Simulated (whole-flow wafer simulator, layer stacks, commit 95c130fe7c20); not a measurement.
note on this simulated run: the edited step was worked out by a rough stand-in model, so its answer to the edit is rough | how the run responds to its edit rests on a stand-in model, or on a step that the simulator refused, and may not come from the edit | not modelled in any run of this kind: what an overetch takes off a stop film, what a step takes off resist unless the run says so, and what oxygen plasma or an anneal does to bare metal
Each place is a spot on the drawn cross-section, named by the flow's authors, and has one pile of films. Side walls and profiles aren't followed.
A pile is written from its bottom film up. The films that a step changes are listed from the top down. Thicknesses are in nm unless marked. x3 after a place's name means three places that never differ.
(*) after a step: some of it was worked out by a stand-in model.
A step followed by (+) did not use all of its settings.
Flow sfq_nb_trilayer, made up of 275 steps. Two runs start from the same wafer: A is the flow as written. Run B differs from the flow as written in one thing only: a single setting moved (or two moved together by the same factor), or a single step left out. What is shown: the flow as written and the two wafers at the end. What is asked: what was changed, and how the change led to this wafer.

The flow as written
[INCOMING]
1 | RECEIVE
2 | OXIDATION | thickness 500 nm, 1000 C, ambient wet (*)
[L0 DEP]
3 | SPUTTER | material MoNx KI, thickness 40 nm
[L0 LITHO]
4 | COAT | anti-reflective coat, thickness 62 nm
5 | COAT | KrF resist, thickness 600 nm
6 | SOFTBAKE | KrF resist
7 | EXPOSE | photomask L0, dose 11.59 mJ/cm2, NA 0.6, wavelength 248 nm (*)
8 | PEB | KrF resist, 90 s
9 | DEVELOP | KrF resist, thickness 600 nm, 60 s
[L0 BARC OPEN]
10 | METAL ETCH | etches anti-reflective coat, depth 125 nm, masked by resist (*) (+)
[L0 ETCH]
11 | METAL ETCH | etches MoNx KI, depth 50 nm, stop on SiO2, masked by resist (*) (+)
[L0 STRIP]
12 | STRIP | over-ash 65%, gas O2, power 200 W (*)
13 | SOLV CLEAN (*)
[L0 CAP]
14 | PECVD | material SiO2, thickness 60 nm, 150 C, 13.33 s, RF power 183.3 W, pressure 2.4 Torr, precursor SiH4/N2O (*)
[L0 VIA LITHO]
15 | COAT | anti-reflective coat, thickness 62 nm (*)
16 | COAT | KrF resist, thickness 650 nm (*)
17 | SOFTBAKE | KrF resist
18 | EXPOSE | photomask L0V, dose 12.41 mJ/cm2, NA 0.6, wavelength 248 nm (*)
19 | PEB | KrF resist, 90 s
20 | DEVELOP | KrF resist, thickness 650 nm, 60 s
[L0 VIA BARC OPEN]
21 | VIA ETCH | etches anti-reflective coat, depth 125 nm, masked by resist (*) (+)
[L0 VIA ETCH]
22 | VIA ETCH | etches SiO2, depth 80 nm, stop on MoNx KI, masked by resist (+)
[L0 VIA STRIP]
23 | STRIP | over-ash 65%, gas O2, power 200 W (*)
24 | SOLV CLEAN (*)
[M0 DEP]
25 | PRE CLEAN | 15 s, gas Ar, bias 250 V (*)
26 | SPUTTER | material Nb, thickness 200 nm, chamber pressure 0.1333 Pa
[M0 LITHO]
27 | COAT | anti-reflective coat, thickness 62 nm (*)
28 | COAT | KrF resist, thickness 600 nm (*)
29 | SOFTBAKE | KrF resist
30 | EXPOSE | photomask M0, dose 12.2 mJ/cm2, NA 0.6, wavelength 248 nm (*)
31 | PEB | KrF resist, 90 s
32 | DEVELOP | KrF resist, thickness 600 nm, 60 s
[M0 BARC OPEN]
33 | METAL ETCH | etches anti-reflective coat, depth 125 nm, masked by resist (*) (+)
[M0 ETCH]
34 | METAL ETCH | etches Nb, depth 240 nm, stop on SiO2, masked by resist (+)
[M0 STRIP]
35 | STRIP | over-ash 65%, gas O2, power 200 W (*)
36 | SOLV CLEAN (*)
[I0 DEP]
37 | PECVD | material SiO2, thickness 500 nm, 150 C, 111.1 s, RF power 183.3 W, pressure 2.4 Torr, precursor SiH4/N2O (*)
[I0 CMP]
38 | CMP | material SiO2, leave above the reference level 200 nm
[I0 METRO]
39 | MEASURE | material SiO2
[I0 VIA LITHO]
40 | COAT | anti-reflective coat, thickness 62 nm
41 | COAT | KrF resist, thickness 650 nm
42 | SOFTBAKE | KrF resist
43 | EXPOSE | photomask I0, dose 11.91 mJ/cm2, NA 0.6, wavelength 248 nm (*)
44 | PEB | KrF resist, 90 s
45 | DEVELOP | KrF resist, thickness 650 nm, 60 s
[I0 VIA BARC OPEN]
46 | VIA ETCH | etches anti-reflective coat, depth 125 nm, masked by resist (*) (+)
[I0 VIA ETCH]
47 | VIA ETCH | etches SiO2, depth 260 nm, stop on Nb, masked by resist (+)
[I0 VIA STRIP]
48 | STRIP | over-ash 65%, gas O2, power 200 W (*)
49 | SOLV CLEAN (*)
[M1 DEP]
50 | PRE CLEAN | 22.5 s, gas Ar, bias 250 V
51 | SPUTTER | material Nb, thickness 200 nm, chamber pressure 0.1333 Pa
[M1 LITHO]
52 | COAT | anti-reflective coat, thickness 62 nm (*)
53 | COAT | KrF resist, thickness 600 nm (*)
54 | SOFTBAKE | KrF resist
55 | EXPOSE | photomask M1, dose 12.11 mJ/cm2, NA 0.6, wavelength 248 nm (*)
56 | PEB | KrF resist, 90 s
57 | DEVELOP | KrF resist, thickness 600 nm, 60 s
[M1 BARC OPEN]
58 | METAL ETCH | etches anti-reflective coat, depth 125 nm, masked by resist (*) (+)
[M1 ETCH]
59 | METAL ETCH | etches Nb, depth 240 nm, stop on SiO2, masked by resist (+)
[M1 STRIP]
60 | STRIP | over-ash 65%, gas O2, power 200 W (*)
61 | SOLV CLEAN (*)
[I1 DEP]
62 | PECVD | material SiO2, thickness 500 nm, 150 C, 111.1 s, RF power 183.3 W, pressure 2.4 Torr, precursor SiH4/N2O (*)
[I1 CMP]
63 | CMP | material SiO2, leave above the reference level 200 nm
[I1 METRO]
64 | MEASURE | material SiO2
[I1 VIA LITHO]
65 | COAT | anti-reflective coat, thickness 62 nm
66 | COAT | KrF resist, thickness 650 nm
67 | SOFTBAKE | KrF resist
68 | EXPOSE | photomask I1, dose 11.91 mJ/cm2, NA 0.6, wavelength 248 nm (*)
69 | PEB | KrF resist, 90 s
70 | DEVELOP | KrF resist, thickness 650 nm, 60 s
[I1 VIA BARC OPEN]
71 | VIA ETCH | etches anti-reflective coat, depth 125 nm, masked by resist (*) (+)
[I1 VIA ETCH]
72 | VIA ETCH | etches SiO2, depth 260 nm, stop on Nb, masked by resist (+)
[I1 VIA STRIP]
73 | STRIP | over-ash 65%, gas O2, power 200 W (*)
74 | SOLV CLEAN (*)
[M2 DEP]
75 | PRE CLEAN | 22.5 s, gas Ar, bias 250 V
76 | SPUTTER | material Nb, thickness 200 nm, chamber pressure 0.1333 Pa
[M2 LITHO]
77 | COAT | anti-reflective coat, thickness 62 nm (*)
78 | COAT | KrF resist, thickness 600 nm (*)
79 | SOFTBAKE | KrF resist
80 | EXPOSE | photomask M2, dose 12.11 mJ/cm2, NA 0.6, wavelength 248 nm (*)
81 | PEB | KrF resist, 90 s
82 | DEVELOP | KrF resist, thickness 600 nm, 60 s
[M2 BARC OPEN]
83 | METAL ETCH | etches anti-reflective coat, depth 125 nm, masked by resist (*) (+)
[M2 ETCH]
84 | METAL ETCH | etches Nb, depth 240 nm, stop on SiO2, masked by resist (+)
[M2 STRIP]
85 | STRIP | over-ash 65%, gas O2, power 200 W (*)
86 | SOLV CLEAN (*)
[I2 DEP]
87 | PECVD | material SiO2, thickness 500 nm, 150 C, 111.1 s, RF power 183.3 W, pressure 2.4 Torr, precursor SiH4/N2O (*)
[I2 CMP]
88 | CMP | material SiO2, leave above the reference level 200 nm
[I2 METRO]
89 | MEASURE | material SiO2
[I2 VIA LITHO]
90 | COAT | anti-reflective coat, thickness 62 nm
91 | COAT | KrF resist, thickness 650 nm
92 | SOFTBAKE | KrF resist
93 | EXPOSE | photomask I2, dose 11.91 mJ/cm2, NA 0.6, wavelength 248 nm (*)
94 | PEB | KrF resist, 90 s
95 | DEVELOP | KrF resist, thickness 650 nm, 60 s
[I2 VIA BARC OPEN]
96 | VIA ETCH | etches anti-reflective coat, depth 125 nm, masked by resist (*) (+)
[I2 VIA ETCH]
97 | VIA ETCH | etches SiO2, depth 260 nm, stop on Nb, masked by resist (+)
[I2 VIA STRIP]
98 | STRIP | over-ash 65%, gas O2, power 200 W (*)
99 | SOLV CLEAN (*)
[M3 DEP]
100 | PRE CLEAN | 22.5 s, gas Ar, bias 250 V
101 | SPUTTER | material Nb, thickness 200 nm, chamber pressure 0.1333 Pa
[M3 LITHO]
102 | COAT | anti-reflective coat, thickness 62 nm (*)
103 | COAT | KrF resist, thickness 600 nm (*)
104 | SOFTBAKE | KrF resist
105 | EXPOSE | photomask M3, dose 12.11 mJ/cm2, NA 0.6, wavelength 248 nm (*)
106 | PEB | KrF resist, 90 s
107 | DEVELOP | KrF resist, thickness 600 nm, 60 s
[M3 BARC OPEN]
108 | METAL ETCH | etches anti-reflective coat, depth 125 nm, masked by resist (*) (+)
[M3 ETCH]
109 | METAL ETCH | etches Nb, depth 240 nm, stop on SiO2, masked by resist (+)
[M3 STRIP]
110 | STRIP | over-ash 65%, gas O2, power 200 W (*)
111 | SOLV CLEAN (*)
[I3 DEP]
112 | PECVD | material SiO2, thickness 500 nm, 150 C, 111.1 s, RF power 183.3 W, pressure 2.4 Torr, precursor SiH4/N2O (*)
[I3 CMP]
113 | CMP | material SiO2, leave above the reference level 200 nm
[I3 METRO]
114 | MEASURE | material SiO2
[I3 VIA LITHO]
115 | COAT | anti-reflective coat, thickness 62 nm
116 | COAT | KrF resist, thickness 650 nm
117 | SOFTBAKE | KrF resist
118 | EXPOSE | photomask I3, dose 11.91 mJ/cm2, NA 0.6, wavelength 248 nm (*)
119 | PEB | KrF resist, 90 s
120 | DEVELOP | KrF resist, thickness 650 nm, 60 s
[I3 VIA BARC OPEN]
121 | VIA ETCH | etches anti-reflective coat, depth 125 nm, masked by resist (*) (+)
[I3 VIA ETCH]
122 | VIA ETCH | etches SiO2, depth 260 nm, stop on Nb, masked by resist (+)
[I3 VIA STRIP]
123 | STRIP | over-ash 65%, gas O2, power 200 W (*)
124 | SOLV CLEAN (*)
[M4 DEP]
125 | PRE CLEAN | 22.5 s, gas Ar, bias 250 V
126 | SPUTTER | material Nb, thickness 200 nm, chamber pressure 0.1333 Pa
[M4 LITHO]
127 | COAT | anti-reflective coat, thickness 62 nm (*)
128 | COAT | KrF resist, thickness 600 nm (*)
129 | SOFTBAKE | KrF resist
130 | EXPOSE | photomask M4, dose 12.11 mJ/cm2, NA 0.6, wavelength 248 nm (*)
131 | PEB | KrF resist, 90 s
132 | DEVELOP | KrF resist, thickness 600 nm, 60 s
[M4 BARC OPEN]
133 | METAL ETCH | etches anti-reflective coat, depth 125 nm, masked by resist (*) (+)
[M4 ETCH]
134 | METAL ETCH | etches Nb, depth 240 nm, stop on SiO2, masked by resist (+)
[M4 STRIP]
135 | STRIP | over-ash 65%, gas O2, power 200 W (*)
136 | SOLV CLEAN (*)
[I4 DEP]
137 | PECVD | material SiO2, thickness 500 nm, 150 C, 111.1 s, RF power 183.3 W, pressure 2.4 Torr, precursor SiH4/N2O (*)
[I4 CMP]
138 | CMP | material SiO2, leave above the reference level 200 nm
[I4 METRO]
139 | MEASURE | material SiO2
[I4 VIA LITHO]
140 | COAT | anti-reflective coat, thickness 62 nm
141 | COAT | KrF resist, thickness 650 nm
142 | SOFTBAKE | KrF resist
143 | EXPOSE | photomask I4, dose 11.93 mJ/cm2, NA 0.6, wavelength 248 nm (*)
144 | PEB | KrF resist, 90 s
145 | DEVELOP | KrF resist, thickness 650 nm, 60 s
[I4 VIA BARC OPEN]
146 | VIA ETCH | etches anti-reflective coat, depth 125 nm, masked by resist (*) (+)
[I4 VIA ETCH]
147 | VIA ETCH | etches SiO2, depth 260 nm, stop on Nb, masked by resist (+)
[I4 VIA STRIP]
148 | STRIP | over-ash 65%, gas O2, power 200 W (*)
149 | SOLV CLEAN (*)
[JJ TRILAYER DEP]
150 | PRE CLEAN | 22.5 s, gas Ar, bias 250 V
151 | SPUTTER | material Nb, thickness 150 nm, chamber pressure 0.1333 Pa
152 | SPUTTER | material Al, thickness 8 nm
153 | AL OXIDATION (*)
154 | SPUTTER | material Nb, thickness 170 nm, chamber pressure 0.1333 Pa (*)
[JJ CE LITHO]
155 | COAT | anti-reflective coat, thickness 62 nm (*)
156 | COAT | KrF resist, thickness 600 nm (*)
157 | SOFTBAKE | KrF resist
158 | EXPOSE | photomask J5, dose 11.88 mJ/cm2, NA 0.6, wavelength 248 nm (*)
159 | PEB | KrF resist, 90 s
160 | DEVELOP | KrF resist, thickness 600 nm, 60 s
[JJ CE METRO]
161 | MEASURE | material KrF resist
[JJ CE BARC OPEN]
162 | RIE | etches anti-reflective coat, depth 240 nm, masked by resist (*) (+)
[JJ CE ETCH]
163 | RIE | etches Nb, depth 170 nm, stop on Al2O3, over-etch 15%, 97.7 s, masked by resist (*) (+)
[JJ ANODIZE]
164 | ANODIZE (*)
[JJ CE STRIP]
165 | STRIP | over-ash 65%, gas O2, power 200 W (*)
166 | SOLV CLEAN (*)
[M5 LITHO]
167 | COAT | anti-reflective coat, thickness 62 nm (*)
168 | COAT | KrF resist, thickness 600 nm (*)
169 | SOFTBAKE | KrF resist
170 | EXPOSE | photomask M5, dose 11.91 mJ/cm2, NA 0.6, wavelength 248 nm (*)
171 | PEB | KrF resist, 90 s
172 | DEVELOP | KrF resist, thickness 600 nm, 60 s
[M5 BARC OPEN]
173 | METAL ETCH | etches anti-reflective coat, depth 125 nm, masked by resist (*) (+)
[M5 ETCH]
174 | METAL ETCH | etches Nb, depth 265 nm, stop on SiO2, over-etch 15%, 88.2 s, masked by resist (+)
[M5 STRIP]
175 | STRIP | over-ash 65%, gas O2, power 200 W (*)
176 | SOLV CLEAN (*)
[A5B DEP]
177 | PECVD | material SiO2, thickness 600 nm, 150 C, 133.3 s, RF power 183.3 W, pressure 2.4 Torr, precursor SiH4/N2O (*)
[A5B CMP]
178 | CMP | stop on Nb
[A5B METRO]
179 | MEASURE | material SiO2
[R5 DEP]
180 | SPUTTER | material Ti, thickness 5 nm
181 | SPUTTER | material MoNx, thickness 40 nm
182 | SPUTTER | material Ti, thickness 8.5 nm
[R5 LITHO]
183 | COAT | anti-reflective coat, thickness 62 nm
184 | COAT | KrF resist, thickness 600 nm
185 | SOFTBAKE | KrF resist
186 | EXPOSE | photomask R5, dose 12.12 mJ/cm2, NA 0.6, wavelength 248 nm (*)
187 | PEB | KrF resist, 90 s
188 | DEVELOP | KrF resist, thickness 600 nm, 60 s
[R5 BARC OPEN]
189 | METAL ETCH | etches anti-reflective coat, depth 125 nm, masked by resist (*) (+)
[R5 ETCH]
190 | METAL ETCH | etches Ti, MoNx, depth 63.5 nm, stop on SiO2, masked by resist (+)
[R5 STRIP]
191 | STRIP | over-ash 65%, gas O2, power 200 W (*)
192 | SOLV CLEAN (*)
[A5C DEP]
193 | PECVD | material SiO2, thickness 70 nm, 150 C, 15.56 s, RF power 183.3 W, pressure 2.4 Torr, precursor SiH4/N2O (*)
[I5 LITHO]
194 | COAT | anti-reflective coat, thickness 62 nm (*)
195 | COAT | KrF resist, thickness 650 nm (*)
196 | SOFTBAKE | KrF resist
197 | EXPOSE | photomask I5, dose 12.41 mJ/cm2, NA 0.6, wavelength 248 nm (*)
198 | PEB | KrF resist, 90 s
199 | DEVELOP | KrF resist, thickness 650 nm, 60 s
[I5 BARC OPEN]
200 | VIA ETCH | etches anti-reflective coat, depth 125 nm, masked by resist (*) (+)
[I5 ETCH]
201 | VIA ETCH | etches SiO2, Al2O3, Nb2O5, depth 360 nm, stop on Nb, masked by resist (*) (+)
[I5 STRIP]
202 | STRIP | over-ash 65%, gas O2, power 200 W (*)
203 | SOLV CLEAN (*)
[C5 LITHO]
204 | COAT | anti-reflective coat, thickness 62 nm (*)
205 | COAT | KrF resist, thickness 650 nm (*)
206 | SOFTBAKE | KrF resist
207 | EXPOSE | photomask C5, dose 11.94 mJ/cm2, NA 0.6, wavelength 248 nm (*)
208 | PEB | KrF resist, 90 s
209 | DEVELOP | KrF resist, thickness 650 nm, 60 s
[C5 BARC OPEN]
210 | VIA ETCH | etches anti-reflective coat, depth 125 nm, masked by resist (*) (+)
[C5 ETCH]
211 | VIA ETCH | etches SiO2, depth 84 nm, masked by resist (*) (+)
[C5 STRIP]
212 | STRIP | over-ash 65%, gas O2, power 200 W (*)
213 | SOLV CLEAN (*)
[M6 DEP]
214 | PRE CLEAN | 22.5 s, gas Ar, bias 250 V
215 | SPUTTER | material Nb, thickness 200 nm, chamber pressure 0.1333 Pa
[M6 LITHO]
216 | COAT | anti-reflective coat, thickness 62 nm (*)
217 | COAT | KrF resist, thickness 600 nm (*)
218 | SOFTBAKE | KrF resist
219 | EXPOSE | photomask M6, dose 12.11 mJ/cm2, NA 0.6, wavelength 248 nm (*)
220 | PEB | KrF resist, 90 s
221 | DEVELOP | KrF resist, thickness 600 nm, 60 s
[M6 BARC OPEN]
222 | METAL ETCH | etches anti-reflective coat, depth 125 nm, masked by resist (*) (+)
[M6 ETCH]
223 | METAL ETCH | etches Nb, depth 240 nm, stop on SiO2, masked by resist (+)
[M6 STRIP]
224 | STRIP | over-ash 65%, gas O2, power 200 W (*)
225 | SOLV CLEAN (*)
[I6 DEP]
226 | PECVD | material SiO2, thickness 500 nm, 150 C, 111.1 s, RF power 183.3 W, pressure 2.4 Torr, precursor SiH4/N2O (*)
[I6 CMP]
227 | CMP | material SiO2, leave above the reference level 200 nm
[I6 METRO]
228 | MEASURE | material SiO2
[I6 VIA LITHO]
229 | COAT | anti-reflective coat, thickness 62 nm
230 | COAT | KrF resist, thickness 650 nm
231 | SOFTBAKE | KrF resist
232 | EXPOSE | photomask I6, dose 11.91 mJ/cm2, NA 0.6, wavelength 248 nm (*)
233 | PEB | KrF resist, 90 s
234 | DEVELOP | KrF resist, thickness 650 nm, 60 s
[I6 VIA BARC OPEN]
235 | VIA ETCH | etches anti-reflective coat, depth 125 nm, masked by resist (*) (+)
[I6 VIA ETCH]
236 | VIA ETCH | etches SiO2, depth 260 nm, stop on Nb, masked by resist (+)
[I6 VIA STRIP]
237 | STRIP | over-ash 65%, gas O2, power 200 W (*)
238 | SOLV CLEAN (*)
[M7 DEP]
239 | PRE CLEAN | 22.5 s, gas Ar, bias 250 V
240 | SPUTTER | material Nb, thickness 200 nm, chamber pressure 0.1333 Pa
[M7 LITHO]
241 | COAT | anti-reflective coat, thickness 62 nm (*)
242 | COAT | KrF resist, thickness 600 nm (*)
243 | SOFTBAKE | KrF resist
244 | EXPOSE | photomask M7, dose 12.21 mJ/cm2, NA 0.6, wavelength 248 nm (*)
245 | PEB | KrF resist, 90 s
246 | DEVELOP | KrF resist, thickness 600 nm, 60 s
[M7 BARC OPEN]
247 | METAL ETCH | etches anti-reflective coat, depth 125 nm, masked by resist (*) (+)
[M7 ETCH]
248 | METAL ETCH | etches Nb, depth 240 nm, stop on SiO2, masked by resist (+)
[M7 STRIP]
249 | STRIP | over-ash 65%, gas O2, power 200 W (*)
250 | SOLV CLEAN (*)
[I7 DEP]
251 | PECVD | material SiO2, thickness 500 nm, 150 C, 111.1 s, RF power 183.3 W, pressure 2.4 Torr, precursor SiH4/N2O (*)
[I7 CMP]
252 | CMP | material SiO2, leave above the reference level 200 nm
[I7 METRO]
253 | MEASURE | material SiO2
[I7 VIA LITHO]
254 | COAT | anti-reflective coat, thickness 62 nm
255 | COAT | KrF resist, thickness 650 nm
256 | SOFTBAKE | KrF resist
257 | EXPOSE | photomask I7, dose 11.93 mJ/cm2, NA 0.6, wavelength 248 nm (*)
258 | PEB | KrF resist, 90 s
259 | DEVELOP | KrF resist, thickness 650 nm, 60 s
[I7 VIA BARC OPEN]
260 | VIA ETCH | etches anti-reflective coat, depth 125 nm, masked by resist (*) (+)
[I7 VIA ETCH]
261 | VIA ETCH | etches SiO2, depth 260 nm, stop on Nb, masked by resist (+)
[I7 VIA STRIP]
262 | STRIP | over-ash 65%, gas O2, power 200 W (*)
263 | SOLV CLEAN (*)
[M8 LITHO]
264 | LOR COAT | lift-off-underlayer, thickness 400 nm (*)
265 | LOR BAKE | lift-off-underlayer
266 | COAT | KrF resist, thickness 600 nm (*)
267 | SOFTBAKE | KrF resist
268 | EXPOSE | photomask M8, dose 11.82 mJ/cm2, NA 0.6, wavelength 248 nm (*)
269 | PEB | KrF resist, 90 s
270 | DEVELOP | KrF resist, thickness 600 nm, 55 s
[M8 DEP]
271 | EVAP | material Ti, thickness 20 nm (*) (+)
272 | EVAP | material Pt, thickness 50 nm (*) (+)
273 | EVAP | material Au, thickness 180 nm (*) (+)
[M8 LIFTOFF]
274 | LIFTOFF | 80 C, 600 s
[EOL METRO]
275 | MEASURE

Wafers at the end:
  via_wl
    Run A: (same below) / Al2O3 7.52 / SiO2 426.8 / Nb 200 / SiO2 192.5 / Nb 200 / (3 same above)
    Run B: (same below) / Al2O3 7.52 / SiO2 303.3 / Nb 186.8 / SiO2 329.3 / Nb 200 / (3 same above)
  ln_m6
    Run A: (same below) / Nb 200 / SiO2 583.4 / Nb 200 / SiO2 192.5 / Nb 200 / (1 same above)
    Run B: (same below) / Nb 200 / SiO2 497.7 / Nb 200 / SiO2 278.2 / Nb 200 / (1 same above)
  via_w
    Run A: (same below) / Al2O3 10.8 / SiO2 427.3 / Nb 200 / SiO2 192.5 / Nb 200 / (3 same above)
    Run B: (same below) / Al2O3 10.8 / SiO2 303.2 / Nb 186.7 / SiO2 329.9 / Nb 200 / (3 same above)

The reason: step 177, PECVD: thickness 255 nm was run, though the flow has thickness 600 nm; step 177, PECVD: 56.67 s was run, where the flow has 133.3 s.

The path from the change to this, step by step:
  177 | PECVD | material SiO2, thickness 600 nm, 150 C, 133.3 s, RF power 183.3 W, pressure 2.4 Torr, precursor SiH4/N2O (*)
      v_sur, via_sp, via_v and 47 more: A SiO2 gains 600 (new film) | B SiO2 gains 255 (new film)
      field_l, p4_fl, p4_fm and 39 more: A SiO2 gains 600 | B SiO2 gains 255
      (and at 14 other places as well)
  178 | CMP | stop on Nb
      field_l, p4_fl, p4_fm and 39 more: A SiO2 loses 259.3 | B nothing
      r_sur, res, r_end, moat, field_r, lsp_l: A SiO2 loses 252.3 | B nothing
      (and at 58 other places as well)
  180 | SPUTTER | material Ti, thickness 5 nm
      via_wl, via_wr: A Ti gains 5 (new film) | B Ti gains 3.77 (new film)
  181 | SPUTTER | material MoNx, thickness 40 nm
      via_wl, via_wr: A MoNx gains 40 (new film) | B MoNx gains 30.8 (new film)
      r_sur: A MoNx gains 40 (new film) | B MoNx gains 36.7 (new film)
      (and at 1 other place as well)
  182 | SPUTTER | material Ti, thickness 8.5 nm
      via_wl, via_wr: A Ti gains 8.5 (new film) | B Ti gains 6.3 (new film)
      r_sur: A Ti gains 8.5 (new film) | B Ti gains 7.7 (new film)
  183 | COAT | anti-reflective coat, thickness 62 nm
      wl_a_m6, wl_c_sr, wl_d_sl, wl_d_m1: A anti-reflective coat gains 62 (new film) | B anti-reflective coat gains 64.2 (new film)
      be, be_sur, gap: A anti-reflective coat gains 62 (new film) | B anti-reflective coat gains 56.9 (new film)
      (and at 55 other places as well)
  184 | COAT | KrF resist, thickness 600 nm
      ln_m5, wl_b_m5: A KrF resist gains 600 (new film) | B KrF resist gains 553.7 (new film)
      wl_jj, m5r_line_l: A KrF resist gains 600 (new film) | B KrF resist gains 569.8 (new film)
      (and at 29 other places as well)
  188 | DEVELOP | KrF resist, thickness 600 nm, 60 s
      ln_m5, wl_b_m5: A KrF resist loses 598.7 (all of it) | B KrF resist loses 552.6 (all of it)
      wl_jj, m5r_line_l: A KrF resist loses 598.7 (all of it) | B KrF resist loses 568.7 (all of it)
      (and at 26 other places as well)
  189 | METAL ETCH | etches anti-reflective coat, depth 125 nm, masked by resist (*) (+)
      via_wl, via_wr: A anti-reflective coat loses 62 (all of it) | B anti-reflective coat loses 125
      be_r, r_sur, res, r_end, r5r_line_l, r5r_line_c, r5r_line_r: A KrF resist loses 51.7 | B KrF resist loses 69.4
      (and at 56 other places as well)
  190 | METAL ETCH | etches Ti, MoNx, depth 63.5 nm, stop on SiO2, masked by resist (+)
      via_wl: A Ti loses 8.5 (all of it), MoNx loses 40 (all of it), Ti loses 5 (all of it) | B anti-reflective coat loses 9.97 (all of it), Ti loses 6.3 (all of it), MoNx loses 30.8 (all of it), Ti loses 3.77 (all of it)
      via_wr: A Ti loses 8.5 (all of it), MoNx loses 40 (all of it), Ti loses 5 (all of it) | B anti-reflective coat loses 10.5 (all of it), Ti loses 6.3 (all of it), MoNx loses 30.8 (all of it), Ti loses 3.77 (all of it)
      (and at 1 other place as well)
  191 | STRIP | over-ash 65%, gas O2, power 200 W (*)
      r5r_line_l, r5r_line_c, r5r_line_r: A KrF resist loses 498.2 (all of it), anti-reflective coat loses 62 (all of it) | B KrF resist loses 480.4 (all of it), anti-reflective coat loses 62 (all of it)
      be_r: A KrF resist loses 498.2 (all of it), anti-reflective coat loses 62 (all of it) | B KrF resist loses 451.5 (all of it), anti-reflective coat loses 51.7 (all of it)
      (and at 3 other places as well)
  193 | PECVD | material SiO2, thickness 70 nm, 150 C, 15.56 s, RF power 183.3 W, pressure 2.4 Torr, precursor SiH4/N2O (*)
      via_wl, via_w, via_wr: A SiO2 gains 70 | B SiO2 gains 68.5
  194 | COAT | anti-reflective coat, thickness 62 nm (*)
      wl_c_sl, wl_c_m6, wl_d_sr: A anti-reflective coat gains 62 (new film) | B anti-reflective coat gains 64.4 (new film)
      be_sur, gap: A anti-reflective coat gains 62.4 (new film) | B anti-reflective coat gains 57.5 (new film)
      (and at 58 other places as well)
  195 | COAT | KrF resist, thickness 650 nm (*)
      m5r_space_l, m5r_space_r: A KrF resist gains 650 (new film) | B KrF resist gains 671.6 (new film)
      m5r_linepad_l, m5r_linepad_r: A KrF resist gains 650 (new film) | B KrF resist gains 626.3 (new film)
      (and at 29 other places as well)
  199 | DEVELOP | KrF resist, thickness 650 nm, 60 s
      be: A KrF resist loses 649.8 (all of it) | B KrF resist loses 630.2 (all of it)
  200 | VIA ETCH | etches anti-reflective coat, depth 125 nm, masked by resist (*) (+)
      field_l, v_sur, via_wl and 102 more: A KrF resist loses 52 | B KrF resist loses 47.8
      be: A anti-reflective coat loses 62.4 (all of it), SiO2 loses 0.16 | B anti-reflective coat loses 57.4 (all of it), SiO2 loses 0.14
  ... another 14 steps ...
  227 | CMP | material SiO2, leave above the reference level 200 nm
      field_l, p4_fl, p4_fm and 35 more: A SiO2 loses 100 | B SiO2 loses 14.3
      ln_m6, wl_a_m6, wl_c_m6, wl_f_m6: A SiO2 loses 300 | B SiO2 loses 214.3
      (and at 15 other places as well)
